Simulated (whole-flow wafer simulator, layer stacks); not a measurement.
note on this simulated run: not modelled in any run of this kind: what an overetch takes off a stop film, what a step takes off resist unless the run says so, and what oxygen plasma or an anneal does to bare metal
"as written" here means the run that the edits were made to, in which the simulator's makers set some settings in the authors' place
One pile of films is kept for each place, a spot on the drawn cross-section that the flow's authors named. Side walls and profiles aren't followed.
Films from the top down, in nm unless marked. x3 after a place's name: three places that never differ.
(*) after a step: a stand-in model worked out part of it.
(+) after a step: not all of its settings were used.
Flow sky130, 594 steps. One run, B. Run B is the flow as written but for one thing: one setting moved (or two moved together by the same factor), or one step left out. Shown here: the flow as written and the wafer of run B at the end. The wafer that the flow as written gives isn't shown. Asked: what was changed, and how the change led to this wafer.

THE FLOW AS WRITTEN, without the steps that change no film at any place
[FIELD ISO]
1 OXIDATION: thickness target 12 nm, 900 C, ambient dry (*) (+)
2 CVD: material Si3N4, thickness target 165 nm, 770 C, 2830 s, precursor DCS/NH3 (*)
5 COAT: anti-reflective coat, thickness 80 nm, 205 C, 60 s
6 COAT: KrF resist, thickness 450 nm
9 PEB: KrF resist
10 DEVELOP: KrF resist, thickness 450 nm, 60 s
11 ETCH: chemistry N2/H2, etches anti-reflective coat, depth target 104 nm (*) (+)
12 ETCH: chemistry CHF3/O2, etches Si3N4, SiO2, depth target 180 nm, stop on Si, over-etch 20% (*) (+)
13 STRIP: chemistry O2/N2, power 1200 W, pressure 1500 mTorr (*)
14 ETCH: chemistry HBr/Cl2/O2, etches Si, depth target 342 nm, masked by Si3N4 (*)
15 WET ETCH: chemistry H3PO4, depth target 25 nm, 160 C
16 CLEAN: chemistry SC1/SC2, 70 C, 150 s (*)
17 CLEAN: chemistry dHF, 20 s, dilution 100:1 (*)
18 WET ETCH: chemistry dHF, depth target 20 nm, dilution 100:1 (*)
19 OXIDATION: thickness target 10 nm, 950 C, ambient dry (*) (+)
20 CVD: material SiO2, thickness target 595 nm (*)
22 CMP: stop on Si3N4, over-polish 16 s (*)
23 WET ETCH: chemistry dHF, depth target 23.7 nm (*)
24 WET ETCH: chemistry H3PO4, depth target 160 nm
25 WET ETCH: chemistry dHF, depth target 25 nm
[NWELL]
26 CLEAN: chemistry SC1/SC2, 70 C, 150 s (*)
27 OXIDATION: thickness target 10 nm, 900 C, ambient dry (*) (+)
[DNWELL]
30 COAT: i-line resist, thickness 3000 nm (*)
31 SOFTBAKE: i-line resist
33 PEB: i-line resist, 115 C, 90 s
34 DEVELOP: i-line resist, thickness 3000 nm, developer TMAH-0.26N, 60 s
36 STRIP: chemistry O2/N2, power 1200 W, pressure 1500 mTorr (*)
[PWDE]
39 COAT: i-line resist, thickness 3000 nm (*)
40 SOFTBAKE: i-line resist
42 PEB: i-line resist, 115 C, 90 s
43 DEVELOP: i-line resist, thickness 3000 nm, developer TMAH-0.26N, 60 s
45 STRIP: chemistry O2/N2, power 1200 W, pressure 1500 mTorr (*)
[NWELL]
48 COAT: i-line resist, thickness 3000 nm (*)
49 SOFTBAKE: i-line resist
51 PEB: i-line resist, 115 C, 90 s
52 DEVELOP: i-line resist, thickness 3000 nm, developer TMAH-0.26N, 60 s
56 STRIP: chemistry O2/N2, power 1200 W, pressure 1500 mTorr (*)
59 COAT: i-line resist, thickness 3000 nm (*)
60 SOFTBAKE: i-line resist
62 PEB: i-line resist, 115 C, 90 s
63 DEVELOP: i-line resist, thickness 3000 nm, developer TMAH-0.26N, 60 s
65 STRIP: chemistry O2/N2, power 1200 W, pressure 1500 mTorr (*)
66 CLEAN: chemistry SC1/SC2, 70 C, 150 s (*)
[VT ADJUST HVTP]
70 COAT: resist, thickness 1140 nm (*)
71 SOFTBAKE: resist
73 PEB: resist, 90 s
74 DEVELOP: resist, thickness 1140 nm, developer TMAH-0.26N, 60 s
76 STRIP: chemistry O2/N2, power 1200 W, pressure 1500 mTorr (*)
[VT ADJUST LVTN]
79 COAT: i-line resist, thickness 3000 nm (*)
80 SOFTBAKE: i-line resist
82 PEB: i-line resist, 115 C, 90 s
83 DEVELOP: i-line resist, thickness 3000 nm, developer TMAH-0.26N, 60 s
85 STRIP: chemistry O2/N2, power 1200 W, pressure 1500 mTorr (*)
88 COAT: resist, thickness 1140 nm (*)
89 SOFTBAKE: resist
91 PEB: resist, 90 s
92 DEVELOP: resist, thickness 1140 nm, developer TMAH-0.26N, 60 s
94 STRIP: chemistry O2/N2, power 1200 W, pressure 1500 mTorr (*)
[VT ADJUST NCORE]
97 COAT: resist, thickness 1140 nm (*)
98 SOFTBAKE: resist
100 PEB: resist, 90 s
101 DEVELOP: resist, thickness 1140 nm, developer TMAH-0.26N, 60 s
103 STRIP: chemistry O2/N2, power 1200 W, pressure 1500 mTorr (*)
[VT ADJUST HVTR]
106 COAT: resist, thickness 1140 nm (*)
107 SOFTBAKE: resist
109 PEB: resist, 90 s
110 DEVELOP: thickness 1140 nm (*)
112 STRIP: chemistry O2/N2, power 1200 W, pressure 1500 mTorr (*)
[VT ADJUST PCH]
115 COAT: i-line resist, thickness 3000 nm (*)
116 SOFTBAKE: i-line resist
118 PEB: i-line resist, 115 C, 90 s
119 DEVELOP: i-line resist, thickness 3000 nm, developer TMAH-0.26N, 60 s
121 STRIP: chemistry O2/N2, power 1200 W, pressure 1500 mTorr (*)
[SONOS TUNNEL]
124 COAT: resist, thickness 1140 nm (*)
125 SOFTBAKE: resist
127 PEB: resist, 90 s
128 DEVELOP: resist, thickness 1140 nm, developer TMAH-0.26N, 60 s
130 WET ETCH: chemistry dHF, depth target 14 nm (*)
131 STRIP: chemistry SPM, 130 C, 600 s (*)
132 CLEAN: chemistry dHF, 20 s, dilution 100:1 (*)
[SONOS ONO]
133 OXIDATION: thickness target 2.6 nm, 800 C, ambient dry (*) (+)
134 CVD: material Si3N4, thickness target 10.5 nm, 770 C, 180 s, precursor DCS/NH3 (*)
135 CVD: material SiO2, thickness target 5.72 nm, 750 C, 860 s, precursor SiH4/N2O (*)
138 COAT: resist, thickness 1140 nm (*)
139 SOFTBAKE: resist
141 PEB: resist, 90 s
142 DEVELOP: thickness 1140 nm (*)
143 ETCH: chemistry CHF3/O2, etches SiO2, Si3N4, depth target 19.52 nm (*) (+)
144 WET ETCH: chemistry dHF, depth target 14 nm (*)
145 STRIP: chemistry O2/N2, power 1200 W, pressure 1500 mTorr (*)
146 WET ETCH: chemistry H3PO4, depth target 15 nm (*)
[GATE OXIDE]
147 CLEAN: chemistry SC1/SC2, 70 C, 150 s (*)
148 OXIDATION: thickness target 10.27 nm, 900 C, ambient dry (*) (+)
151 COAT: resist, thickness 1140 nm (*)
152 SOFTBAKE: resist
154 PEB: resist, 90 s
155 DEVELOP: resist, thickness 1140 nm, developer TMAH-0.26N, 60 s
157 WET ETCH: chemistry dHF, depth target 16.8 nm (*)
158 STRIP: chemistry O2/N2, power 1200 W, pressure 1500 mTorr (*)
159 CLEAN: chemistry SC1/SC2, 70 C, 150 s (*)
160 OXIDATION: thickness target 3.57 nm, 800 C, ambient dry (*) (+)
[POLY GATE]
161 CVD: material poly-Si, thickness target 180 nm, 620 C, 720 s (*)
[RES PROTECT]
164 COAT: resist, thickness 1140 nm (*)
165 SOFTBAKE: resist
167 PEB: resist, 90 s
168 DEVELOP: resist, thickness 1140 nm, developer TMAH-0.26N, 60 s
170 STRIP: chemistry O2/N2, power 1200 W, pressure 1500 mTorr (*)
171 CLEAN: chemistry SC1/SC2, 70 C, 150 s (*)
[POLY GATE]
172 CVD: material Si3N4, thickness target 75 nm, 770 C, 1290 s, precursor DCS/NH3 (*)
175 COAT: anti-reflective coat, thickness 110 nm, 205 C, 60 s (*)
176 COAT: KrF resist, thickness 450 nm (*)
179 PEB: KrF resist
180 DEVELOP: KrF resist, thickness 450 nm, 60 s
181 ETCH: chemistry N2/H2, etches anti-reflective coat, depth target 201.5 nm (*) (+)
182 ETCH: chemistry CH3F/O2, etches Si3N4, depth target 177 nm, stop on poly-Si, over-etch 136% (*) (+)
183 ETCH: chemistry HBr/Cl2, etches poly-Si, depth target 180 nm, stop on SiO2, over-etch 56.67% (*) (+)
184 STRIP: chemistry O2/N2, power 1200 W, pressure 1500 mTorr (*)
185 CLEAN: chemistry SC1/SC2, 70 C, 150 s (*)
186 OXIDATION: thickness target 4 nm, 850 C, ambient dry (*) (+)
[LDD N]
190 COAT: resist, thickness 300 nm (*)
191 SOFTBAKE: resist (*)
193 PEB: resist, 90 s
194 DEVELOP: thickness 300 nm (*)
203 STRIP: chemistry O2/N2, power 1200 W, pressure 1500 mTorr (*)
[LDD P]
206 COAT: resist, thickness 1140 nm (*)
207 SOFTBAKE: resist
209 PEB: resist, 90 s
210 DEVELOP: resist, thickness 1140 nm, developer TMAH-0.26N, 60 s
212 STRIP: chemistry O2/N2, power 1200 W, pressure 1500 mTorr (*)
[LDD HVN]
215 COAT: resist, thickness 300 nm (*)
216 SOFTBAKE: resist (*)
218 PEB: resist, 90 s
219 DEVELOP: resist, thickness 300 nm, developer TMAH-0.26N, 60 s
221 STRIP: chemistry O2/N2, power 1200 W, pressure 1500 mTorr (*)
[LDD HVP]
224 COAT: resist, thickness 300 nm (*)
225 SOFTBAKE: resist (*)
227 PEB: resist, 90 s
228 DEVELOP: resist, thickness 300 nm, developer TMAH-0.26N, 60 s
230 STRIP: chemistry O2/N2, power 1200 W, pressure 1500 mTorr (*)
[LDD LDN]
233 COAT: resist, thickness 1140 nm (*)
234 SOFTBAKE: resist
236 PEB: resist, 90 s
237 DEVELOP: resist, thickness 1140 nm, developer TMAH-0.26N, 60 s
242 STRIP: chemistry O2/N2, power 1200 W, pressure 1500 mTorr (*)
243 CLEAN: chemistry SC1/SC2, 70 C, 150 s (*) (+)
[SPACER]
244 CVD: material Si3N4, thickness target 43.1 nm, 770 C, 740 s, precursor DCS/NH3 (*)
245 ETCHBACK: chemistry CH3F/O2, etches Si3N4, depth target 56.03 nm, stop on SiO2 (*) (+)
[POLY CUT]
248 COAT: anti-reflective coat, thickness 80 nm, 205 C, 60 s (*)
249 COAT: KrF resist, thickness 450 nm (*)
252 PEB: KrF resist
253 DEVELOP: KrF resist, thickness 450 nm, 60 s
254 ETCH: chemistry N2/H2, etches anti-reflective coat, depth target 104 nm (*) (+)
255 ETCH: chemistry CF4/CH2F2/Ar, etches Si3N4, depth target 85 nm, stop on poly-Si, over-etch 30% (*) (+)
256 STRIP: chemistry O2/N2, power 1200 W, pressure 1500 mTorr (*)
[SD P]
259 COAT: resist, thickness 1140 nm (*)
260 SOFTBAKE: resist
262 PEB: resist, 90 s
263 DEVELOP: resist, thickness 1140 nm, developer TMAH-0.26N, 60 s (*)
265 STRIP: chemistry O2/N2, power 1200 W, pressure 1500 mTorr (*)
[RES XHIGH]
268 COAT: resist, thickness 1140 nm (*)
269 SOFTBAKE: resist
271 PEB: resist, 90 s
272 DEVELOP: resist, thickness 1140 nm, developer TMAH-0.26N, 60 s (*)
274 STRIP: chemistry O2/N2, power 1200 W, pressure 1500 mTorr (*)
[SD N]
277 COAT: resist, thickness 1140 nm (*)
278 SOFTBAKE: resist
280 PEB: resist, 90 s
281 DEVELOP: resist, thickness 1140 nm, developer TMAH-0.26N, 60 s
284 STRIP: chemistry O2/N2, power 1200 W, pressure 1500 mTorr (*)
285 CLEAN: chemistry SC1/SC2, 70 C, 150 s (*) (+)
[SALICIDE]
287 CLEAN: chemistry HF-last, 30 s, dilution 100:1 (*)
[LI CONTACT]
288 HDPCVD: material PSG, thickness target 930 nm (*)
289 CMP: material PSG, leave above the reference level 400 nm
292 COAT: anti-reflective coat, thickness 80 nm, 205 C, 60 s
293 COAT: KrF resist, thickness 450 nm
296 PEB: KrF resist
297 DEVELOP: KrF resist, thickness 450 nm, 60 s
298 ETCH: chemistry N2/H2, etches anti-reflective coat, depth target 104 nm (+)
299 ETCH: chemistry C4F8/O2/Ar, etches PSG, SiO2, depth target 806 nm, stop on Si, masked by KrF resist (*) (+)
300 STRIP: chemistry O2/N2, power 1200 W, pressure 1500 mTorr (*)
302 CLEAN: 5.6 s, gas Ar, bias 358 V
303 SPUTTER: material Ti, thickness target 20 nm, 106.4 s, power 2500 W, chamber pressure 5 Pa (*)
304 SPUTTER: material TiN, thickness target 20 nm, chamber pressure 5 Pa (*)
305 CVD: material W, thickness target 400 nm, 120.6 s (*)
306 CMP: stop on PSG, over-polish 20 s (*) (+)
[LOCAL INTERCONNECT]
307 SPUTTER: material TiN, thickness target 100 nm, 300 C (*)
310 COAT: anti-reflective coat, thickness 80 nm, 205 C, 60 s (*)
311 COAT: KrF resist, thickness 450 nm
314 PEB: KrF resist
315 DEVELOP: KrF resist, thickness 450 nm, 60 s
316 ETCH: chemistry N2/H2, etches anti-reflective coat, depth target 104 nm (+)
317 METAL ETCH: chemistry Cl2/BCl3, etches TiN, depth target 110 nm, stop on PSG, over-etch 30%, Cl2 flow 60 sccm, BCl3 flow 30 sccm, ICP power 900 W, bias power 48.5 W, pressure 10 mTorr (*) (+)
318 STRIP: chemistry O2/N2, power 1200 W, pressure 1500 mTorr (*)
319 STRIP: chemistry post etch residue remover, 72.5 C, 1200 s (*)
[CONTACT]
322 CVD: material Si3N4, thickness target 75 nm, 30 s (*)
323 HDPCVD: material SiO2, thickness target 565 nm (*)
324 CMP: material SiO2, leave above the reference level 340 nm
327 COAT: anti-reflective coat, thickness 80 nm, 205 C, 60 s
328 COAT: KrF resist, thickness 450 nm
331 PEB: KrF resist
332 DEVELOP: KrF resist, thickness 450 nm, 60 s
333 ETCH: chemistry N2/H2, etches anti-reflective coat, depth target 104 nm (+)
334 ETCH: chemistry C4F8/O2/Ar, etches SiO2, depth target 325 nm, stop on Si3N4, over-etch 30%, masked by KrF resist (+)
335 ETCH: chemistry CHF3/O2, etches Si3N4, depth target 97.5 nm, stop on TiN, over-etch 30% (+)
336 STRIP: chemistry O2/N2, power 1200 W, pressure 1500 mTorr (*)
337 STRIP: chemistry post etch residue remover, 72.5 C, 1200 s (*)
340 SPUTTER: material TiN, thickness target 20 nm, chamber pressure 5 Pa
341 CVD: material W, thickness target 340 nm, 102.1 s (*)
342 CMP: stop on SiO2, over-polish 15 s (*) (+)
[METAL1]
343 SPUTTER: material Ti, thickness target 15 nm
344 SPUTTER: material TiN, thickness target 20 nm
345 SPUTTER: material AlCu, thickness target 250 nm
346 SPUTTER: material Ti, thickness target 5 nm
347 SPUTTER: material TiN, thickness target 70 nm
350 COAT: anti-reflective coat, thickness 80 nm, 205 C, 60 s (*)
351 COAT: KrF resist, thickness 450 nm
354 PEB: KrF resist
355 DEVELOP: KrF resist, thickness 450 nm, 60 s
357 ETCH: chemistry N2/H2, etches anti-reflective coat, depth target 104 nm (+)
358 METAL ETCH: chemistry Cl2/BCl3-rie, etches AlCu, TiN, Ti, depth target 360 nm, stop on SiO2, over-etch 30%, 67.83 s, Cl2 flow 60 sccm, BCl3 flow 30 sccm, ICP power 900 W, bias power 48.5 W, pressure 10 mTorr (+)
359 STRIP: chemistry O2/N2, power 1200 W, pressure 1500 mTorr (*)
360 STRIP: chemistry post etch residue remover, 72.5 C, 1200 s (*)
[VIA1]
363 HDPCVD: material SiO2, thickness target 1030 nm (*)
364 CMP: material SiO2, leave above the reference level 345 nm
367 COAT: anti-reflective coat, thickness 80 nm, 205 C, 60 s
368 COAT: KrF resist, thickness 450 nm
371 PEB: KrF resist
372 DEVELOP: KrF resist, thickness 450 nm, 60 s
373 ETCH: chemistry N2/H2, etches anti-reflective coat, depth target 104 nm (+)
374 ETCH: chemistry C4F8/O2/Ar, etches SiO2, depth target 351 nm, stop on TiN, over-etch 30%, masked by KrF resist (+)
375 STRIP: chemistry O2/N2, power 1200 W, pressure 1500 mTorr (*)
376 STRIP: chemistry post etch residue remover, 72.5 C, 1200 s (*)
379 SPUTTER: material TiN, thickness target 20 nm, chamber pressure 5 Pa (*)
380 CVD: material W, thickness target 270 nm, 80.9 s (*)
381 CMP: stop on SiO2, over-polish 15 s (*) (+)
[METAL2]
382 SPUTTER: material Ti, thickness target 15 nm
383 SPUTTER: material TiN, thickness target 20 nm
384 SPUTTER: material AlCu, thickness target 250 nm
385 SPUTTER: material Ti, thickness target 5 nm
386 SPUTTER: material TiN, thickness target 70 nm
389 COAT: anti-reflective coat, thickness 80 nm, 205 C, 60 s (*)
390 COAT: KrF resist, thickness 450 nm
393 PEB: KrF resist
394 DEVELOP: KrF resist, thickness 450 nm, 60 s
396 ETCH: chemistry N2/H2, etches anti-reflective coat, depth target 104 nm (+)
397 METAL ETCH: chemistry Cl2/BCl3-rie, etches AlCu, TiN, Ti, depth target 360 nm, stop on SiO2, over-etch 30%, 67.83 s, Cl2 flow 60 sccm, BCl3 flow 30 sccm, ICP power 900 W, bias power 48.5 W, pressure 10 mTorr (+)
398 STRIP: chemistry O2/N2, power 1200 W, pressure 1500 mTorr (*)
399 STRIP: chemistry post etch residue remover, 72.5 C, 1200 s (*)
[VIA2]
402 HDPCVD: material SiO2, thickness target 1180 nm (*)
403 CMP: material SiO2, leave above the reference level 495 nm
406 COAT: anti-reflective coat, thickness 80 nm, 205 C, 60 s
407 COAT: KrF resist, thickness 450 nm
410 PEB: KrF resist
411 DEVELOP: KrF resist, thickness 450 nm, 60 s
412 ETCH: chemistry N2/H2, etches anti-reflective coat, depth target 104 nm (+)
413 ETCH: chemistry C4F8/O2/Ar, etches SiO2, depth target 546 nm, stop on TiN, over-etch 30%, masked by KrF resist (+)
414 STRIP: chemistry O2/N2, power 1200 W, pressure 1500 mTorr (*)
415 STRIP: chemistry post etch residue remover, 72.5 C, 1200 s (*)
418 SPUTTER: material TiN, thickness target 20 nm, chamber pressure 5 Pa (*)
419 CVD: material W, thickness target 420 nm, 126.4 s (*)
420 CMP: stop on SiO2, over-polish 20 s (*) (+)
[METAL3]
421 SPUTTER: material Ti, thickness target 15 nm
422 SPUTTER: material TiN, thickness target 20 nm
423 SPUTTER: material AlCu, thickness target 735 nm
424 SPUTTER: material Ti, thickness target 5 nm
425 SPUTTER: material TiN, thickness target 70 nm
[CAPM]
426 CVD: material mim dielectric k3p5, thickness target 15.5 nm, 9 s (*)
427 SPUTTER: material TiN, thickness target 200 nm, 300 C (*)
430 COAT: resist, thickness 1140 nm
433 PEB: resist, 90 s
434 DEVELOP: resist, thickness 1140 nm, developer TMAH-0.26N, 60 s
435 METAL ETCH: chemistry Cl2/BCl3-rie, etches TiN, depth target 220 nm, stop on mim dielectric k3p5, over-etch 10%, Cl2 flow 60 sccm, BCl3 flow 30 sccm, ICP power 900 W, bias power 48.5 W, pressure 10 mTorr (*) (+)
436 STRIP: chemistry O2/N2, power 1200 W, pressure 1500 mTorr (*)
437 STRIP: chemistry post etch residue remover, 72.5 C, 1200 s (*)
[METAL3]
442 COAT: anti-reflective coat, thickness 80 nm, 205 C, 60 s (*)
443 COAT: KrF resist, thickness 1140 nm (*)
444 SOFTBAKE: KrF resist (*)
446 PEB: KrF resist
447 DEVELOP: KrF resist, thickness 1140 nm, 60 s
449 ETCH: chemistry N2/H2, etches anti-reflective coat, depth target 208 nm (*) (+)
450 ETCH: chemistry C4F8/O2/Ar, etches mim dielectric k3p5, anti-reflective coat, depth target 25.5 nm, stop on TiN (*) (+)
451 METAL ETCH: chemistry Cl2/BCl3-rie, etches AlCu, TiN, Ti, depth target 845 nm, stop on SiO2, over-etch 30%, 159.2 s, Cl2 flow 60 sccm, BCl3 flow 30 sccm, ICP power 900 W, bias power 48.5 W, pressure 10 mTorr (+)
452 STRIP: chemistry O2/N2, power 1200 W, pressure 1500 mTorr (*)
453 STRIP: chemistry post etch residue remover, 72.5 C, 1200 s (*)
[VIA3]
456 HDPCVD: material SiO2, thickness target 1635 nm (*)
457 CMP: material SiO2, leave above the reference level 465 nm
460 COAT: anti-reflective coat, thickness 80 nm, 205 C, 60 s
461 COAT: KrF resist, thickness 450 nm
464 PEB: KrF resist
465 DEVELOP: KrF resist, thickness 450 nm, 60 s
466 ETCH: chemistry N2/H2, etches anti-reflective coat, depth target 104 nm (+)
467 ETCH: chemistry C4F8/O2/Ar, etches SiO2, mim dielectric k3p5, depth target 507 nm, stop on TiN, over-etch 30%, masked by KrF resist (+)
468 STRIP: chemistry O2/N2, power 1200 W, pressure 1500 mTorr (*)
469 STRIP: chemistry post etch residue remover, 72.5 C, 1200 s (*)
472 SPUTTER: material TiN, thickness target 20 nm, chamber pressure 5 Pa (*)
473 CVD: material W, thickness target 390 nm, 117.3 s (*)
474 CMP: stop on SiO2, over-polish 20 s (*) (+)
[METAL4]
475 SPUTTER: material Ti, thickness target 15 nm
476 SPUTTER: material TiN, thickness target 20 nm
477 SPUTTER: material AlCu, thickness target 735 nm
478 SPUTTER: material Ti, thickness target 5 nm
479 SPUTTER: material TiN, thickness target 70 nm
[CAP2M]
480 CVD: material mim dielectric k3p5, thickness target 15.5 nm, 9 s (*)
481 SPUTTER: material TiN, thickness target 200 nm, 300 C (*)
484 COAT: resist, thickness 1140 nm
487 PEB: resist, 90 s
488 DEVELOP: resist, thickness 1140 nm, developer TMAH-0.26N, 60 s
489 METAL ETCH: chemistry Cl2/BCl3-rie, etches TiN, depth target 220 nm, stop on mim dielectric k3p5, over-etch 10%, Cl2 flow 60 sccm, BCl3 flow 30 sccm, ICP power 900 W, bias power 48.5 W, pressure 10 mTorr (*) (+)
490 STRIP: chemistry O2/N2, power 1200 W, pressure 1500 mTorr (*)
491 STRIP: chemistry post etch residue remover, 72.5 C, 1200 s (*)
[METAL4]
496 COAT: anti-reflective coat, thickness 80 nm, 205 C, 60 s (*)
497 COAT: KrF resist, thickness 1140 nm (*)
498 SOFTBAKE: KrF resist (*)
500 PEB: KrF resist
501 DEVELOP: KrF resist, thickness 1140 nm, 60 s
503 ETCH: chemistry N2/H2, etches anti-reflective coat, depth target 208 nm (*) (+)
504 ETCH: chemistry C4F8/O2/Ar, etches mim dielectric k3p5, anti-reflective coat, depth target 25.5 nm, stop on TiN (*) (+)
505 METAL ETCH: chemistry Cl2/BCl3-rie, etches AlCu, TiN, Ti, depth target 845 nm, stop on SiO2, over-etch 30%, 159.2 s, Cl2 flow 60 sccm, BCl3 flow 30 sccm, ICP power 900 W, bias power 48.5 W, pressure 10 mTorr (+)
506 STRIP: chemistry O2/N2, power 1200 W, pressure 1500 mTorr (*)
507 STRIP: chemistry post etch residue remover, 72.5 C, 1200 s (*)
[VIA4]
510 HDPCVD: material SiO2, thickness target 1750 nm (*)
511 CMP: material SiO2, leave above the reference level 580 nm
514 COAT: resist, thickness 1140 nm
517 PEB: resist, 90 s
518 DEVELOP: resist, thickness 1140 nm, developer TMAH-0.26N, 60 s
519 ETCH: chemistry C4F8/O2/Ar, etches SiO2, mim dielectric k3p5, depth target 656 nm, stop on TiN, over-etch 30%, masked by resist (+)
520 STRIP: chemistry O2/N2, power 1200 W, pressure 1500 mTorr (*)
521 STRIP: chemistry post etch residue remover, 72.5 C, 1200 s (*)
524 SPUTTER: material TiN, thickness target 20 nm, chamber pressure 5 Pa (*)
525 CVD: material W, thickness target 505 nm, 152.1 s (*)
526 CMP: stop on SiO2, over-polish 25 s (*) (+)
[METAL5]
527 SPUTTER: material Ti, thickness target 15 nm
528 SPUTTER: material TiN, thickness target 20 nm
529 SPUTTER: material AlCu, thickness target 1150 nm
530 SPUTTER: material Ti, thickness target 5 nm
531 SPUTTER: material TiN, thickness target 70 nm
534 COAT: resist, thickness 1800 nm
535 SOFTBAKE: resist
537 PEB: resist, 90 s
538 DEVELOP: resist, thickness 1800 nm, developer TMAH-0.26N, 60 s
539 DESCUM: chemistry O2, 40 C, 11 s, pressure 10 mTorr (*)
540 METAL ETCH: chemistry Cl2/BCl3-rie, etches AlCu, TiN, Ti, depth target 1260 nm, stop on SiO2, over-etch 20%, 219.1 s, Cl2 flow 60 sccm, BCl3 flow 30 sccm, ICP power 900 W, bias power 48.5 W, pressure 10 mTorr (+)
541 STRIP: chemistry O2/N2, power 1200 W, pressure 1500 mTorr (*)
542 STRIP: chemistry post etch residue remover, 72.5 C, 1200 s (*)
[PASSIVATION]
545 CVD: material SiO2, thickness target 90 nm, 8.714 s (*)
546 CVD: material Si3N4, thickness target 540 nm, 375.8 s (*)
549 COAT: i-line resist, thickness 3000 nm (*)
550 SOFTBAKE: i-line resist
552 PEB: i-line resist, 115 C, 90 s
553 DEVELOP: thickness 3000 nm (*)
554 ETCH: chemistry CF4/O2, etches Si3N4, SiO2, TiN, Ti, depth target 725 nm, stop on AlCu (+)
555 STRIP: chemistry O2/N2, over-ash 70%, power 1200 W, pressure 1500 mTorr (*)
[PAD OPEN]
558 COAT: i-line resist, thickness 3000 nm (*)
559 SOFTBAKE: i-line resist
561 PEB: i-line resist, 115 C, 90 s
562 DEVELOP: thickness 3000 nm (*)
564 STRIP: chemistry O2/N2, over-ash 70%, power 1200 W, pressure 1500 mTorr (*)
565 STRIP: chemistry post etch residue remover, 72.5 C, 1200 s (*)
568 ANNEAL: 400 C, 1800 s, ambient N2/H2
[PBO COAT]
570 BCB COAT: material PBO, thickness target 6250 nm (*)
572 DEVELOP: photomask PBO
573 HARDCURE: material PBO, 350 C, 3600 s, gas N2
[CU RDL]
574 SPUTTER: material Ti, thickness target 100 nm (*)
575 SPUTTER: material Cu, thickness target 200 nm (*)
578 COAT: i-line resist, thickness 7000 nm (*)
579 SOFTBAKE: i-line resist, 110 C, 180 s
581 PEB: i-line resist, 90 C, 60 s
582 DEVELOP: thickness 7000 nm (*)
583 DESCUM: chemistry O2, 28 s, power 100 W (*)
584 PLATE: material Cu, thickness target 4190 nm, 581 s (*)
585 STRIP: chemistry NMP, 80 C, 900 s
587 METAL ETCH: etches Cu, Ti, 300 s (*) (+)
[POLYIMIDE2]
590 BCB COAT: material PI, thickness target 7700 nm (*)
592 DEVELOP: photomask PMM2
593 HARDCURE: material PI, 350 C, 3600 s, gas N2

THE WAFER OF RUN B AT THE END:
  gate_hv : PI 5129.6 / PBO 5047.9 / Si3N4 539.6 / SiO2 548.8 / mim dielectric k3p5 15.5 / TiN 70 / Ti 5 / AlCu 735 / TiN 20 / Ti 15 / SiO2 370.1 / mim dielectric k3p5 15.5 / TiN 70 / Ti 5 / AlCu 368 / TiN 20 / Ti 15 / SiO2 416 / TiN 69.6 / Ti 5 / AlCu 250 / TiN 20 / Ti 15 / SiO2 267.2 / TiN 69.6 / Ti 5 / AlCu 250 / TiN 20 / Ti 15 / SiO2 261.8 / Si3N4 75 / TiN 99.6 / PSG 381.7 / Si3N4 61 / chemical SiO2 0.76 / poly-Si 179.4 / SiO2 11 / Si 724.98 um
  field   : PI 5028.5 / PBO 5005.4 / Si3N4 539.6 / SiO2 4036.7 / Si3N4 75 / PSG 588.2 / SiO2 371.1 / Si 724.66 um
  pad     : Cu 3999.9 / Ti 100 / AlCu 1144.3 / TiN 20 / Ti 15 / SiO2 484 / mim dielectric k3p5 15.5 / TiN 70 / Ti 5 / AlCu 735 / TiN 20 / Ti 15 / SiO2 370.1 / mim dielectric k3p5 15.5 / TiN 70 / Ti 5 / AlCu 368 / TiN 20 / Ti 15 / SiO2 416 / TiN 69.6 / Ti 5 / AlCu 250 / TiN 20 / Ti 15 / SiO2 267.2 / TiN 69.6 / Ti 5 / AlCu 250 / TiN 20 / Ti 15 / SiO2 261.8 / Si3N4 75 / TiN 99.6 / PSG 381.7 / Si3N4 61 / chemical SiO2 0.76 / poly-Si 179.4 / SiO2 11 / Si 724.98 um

The cause: step 423, SPUTTER: thickness target 368 nm was run, where the flow has thickness target 735 nm.
It can be read off the wafer: gate_hv has AlCu 368, and step 423 as written asks for 735 nm.

How the change led to this, step by step:
  423 SPUTTER: material AlCu, thickness target 735 nm
      field, active, n_well and 188 more: AlCu +368 (new film) (as written it would be: AlCu +735 (new film))
  451 METAL ETCH: chemistry Cl2/BCl3-rie, etches AlCu, TiN, Ti, depth target 845 nm, stop on SiO2, over-etch 30%, 159.2 s, Cl2 flow 60 sccm, BCl3 flow 30 sccm, ICP power 900 W, bias power 48.5 W, pressure 10 mTorr (+)
      field, active, gate and 62 more: TiN -70 (all of it), Ti -5 (all of it), AlCu -368 (all of it), TiN -20 (all of it), Ti -15 (all of it), SiO2 -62 (as written it would be: TiN -70 (all of it), Ti -5 (all of it), AlCu -735 (all of it), TiN -20 (all of it), Ti -15 (all of it), SiO2 -25.4)
      vpp_ln, vpp_iso2, ndiff_ln, ndiff_cd, via1_hole, via1_enc, m2_ln_cd: TiN -70 (all of it), Ti -5 (all of it), AlCu -368 (all of it), TiN -20 (all of it), Ti -15 (all of it), SiO2 -62.1 (as written it would be: TiN -70 (all of it), Ti -5 (all of it), AlCu -735 (all of it), TiN -20 (all of it), Ti -15 (all of it), SiO2 -25.3)
      (and at 13 more places)
  457 CMP: material SiO2, leave above the reference level 465 nm
      field, active, gate and 77 more: SiO2 -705 (as written it would be: SiO2 -374.7)
      vpp_iso1, m1_ln, vpp_l1ln, via1_hole, m1_ln_cd: SiO2 -704.9 (as written it would be: SiO2 -374.7)
